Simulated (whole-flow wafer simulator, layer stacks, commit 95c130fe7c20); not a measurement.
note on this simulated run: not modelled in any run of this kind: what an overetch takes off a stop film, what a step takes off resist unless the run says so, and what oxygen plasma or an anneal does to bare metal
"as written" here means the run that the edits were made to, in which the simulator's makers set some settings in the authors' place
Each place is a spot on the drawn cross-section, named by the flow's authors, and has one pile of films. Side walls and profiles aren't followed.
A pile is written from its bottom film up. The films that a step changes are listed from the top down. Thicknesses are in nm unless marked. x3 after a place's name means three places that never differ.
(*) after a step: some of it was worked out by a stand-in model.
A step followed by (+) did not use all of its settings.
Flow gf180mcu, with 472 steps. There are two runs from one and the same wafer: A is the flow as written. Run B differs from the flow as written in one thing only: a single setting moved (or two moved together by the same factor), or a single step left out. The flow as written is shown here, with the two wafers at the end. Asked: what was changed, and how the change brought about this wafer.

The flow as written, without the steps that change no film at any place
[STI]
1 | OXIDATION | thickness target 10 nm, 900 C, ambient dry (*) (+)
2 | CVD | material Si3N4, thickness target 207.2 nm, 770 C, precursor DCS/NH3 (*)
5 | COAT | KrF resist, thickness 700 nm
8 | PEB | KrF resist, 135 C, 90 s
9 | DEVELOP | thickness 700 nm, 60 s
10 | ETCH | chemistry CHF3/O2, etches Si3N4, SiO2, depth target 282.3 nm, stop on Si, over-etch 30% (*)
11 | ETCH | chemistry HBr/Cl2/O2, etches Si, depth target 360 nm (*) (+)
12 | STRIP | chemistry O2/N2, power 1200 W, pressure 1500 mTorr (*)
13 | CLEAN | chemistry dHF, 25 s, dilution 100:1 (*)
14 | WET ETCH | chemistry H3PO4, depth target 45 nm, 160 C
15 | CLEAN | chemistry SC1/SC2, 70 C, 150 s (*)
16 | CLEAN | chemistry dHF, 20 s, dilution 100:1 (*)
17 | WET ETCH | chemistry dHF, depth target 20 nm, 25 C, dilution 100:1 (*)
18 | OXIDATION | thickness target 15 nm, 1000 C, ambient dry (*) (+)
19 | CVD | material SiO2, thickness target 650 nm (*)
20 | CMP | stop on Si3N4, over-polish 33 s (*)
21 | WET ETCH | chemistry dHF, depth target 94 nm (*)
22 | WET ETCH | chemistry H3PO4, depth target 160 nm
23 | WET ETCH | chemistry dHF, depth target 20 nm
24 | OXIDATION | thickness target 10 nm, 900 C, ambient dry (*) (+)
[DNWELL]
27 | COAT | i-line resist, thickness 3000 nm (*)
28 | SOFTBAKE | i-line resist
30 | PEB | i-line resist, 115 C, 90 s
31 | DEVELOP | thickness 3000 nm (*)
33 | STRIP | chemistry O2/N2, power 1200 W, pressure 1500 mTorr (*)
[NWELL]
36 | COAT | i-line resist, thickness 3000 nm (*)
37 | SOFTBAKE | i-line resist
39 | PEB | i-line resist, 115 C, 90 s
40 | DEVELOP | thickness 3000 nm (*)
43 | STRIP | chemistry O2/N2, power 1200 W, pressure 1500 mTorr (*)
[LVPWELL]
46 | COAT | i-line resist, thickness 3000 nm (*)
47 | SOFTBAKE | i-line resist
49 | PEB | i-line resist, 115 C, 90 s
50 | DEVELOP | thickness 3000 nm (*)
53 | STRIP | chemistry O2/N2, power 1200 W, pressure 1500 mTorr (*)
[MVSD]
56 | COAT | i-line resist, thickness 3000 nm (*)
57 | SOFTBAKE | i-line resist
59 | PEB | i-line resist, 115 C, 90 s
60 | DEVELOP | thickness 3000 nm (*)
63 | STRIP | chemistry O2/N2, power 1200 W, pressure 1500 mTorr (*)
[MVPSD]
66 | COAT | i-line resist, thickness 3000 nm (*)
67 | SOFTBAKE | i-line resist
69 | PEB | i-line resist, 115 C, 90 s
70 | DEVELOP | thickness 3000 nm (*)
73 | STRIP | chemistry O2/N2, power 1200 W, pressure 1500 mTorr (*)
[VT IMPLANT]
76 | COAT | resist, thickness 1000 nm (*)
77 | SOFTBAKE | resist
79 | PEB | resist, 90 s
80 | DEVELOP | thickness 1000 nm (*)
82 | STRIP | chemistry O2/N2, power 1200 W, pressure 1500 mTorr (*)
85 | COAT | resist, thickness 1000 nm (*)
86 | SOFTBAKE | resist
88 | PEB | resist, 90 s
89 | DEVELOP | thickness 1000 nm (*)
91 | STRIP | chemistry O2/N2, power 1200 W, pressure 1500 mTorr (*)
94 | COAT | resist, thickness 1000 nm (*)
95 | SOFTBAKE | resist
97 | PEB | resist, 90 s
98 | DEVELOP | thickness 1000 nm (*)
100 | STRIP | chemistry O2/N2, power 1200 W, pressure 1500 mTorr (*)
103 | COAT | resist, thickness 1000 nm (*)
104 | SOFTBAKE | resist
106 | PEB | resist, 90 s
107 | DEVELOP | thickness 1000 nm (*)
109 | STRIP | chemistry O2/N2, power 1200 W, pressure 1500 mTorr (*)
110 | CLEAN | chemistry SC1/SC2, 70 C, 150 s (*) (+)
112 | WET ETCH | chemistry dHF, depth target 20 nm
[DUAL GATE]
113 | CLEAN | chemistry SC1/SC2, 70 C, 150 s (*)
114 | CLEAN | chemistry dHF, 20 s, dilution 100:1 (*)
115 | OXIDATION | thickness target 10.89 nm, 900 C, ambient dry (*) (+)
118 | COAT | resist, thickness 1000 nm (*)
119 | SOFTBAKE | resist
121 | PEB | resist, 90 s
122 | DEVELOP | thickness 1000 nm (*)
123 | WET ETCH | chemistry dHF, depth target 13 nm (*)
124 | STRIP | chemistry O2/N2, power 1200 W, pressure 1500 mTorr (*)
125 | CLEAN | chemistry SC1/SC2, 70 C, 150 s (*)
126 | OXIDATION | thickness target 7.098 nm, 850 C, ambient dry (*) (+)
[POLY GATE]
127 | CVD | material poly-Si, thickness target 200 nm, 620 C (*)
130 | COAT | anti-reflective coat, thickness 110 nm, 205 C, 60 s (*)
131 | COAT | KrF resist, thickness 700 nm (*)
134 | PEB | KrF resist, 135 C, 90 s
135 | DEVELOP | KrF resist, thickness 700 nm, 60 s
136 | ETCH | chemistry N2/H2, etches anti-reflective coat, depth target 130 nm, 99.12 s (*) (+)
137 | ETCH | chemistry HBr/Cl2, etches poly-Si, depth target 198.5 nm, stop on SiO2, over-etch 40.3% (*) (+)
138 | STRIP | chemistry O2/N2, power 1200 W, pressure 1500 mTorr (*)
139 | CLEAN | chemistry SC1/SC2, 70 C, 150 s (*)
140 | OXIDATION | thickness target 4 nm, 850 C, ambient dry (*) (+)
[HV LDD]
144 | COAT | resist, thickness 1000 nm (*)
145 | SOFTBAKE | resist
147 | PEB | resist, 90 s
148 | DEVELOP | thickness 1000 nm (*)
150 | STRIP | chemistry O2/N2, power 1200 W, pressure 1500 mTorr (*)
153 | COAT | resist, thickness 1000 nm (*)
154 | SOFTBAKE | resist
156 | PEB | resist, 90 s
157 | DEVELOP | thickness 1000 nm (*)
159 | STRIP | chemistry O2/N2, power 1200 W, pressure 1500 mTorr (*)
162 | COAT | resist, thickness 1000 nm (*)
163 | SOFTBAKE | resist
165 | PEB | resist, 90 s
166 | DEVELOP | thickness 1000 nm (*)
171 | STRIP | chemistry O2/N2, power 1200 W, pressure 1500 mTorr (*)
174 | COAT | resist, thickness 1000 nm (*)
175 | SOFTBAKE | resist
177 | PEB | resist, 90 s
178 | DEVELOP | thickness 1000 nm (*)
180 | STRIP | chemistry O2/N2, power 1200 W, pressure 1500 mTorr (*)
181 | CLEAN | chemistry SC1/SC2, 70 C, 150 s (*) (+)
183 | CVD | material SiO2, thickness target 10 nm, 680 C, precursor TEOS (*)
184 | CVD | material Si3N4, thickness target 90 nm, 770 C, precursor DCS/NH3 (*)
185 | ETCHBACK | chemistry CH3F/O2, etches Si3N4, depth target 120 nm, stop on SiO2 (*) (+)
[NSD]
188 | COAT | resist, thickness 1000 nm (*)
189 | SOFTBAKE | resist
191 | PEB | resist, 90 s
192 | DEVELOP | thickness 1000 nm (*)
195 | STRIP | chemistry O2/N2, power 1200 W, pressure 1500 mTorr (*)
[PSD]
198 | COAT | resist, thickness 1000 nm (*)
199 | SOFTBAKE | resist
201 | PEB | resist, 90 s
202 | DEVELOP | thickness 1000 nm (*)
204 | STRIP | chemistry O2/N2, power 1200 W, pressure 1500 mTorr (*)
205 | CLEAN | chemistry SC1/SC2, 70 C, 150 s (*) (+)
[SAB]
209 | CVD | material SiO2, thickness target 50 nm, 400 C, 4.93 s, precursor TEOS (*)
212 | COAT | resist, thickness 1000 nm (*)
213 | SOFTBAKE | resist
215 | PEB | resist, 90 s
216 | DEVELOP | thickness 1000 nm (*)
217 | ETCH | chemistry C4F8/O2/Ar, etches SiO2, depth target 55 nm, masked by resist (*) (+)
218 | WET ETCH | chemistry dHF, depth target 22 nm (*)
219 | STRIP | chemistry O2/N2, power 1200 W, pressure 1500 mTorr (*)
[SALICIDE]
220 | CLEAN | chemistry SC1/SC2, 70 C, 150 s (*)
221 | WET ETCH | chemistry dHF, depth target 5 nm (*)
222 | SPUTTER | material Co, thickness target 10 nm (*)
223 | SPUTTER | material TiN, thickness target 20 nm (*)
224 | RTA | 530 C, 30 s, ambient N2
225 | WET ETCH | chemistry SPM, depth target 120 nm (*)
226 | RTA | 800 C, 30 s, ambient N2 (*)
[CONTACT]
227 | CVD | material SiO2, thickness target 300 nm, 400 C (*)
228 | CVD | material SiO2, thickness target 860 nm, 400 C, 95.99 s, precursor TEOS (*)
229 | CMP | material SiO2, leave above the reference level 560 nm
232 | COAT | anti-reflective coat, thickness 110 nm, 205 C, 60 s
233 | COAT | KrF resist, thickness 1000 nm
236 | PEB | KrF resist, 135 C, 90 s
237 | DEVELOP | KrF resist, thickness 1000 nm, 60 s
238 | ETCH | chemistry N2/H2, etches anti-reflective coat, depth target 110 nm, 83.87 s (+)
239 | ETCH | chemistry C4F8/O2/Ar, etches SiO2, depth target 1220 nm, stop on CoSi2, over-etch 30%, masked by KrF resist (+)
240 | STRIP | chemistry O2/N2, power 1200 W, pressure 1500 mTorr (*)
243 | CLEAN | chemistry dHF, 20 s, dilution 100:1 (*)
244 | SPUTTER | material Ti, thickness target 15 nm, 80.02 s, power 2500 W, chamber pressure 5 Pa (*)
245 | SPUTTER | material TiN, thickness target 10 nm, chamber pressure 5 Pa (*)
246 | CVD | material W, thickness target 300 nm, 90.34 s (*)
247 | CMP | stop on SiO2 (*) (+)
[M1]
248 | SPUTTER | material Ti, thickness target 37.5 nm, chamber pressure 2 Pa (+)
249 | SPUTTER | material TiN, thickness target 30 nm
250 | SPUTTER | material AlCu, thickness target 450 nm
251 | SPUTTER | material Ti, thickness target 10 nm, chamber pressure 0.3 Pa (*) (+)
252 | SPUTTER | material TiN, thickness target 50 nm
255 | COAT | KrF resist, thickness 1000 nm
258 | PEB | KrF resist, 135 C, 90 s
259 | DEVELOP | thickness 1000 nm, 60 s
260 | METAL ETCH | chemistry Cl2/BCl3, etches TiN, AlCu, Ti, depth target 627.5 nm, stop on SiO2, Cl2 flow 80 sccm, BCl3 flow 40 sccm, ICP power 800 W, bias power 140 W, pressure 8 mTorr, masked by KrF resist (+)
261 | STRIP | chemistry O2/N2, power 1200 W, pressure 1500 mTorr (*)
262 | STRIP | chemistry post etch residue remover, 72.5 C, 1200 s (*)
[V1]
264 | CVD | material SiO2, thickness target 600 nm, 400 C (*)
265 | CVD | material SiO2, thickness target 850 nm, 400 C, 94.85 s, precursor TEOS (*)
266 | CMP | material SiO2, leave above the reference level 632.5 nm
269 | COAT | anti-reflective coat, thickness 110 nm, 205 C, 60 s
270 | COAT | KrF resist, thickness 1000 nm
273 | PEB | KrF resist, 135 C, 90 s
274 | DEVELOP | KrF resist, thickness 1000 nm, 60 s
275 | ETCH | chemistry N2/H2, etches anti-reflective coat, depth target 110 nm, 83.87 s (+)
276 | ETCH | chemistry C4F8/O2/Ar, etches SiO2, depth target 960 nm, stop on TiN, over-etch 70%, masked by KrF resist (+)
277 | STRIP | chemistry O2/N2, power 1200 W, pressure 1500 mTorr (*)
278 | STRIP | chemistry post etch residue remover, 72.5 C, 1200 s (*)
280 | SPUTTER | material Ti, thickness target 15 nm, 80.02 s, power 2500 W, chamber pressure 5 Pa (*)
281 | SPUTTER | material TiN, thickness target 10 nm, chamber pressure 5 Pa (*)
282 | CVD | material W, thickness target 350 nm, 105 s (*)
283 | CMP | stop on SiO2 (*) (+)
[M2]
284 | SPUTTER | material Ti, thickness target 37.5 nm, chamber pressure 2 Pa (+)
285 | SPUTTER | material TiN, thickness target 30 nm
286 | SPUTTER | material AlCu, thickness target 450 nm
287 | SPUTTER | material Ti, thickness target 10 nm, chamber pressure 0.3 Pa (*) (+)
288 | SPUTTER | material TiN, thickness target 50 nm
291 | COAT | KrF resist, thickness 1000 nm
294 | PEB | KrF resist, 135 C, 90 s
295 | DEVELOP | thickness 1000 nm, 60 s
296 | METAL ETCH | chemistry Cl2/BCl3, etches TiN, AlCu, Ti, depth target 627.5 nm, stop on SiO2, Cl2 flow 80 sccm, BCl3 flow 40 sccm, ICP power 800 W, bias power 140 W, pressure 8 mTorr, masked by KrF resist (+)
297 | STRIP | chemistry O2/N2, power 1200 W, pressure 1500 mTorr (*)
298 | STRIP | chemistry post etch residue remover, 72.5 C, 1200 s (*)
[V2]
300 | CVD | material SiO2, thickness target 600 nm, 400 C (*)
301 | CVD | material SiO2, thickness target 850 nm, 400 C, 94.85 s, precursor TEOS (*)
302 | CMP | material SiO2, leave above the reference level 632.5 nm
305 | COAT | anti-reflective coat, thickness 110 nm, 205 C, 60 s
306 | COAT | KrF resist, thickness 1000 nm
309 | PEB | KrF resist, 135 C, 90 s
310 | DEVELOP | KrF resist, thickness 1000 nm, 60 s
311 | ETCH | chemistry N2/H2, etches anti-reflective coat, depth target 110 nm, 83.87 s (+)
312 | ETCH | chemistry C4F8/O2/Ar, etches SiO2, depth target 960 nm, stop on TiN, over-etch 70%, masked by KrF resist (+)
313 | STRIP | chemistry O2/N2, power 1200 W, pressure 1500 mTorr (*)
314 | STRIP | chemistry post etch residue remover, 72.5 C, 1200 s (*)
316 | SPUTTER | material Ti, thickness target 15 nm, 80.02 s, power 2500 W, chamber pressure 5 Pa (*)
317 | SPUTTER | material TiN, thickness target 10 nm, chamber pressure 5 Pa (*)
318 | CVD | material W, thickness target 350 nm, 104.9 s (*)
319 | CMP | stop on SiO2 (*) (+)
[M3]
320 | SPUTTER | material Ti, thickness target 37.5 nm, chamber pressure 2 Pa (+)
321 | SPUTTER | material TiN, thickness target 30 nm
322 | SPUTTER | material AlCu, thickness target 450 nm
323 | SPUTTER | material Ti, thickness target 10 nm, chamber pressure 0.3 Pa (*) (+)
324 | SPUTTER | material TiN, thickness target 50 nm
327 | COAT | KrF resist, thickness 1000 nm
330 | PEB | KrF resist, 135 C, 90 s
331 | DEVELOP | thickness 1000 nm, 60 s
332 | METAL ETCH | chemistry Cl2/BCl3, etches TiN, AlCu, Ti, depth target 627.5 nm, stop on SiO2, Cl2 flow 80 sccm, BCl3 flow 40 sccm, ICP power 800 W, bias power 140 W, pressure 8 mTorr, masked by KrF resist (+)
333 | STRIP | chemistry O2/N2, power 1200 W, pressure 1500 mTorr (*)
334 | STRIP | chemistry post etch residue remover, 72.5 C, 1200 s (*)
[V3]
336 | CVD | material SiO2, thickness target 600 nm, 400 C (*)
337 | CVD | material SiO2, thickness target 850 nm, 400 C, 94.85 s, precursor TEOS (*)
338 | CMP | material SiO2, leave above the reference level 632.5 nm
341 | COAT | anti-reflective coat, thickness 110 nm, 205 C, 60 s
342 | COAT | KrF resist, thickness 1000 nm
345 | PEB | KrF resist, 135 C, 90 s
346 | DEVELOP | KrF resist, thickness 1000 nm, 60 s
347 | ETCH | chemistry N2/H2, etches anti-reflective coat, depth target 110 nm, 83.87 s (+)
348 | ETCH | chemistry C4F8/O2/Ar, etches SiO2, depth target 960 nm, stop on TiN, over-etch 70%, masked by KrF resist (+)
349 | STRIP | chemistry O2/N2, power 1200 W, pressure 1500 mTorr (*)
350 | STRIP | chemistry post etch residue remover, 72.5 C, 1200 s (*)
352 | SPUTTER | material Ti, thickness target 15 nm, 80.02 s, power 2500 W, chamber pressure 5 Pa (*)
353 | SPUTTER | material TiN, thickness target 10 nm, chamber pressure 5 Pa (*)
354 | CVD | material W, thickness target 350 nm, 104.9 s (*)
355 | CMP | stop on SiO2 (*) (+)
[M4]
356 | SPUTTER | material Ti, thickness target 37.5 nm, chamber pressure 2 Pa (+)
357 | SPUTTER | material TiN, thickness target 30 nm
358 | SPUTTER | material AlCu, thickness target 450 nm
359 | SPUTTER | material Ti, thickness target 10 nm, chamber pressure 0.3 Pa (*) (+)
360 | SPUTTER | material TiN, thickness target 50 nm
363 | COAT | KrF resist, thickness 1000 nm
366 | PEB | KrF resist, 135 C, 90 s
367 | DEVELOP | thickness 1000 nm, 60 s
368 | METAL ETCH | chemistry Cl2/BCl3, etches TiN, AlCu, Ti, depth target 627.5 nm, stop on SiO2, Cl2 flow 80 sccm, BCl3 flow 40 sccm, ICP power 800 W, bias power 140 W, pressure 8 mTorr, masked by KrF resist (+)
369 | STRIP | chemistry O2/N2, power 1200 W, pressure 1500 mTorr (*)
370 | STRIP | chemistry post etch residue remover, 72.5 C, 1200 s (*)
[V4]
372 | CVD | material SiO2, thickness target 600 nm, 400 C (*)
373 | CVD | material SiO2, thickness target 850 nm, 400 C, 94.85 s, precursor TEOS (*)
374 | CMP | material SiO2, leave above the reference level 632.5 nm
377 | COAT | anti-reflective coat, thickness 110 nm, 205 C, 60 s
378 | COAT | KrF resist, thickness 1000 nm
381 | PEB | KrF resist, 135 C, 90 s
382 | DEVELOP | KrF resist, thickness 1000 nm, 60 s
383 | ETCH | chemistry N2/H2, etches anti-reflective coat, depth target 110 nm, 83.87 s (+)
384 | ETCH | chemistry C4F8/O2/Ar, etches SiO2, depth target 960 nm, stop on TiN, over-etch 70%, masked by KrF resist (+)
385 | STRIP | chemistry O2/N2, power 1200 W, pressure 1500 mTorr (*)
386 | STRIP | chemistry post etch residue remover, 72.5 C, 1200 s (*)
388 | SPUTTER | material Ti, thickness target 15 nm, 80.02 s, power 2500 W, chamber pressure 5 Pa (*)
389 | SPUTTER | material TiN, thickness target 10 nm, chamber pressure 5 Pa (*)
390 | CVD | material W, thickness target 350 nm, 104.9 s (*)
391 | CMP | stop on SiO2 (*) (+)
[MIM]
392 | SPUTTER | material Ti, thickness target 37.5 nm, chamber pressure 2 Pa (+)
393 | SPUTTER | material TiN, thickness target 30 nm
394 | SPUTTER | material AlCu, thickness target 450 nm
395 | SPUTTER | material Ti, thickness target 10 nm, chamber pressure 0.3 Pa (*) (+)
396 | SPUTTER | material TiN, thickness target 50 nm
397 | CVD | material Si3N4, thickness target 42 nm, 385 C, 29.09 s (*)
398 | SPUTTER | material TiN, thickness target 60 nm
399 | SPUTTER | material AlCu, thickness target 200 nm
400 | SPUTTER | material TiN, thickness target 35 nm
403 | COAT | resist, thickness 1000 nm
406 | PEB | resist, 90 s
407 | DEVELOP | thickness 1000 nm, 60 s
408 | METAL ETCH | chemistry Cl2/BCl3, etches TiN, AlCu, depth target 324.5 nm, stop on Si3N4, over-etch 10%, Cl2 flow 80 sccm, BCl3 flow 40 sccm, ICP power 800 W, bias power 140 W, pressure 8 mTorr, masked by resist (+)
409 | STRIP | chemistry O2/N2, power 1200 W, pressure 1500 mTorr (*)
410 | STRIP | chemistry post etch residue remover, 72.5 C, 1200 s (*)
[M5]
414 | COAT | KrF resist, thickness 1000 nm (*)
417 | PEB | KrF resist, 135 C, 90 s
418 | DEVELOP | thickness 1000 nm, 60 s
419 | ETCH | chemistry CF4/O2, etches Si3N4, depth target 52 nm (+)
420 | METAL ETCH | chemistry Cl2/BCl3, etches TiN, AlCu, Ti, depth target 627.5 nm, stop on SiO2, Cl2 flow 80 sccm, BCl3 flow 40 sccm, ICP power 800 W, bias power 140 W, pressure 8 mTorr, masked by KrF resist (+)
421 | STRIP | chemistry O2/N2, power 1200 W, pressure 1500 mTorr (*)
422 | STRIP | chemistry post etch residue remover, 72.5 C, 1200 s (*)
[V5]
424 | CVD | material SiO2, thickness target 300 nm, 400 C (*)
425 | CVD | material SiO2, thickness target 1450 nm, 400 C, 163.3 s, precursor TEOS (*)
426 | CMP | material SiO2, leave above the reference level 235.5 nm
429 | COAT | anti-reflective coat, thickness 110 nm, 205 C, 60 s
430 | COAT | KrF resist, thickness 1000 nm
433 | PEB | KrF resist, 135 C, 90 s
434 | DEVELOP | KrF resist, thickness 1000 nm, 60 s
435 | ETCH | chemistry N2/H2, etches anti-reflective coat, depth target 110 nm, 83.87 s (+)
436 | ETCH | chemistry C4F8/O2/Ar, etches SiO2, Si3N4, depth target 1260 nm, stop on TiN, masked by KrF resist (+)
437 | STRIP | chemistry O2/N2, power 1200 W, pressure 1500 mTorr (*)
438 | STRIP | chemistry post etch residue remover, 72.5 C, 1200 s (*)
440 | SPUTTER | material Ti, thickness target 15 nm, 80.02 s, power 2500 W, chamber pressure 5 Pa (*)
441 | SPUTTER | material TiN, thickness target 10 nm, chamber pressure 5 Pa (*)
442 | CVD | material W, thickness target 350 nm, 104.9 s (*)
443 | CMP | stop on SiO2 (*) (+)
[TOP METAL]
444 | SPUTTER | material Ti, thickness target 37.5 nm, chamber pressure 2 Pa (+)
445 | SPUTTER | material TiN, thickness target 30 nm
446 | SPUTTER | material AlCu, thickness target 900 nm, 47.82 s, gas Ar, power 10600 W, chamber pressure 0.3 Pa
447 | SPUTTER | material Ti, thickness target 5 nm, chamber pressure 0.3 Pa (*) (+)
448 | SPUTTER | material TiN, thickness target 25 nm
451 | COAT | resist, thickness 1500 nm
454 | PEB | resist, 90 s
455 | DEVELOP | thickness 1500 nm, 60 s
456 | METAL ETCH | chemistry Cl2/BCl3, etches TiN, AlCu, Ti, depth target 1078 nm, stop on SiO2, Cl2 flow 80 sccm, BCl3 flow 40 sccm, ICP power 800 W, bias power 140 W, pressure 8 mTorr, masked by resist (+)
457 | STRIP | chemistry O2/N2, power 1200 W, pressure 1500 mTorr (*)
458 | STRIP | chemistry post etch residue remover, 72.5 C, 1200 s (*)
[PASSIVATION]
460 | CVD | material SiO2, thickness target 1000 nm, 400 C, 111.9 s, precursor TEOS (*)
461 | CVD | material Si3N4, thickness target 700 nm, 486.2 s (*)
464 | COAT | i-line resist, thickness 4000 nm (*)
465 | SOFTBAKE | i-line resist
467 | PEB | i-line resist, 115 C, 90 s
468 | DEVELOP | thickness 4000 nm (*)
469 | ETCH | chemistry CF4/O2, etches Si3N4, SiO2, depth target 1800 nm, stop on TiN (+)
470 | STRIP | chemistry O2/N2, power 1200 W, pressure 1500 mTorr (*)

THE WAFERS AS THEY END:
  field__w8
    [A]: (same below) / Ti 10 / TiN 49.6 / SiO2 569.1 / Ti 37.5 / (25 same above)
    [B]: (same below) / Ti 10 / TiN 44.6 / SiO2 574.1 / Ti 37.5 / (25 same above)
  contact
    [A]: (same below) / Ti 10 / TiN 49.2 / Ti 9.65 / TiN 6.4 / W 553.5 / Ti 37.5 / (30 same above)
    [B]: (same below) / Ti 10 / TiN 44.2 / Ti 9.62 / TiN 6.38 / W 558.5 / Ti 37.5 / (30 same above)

Cause: step 288, SPUTTER: thickness target 45 nm was run, though the flow has thickness target 50 nm.

How this came from the change, step by step:
  288 | SPUTTER | material TiN, thickness target 50 nm
      field, field__w1, field__w2 and 108 more: A TiN gains 50 (new film) | B TiN gains 45 (new film)
  296 | METAL ETCH | chemistry Cl2/BCl3, etches TiN, AlCu, Ti, depth target 627.5 nm, stop on SiO2, Cl2 flow 80 sccm, BCl3 flow 40 sccm, ICP power 800 W, bias power 140 W, pressure 8 mTorr, masked by KrF resist (+)
      field, field__w1, field__w2 and 103 more: A TiN loses 50 (all of it), Ti loses 10 (all of it), AlCu loses 450 (all of it), TiN loses 30 (all of it), Ti loses 37.5 (all of it) | B TiN loses 45 (all of it), Ti loses 10 (all of it), AlCu loses 450 (all of it), TiN loses 30 (all of it), Ti loses 37.5 (all of it)
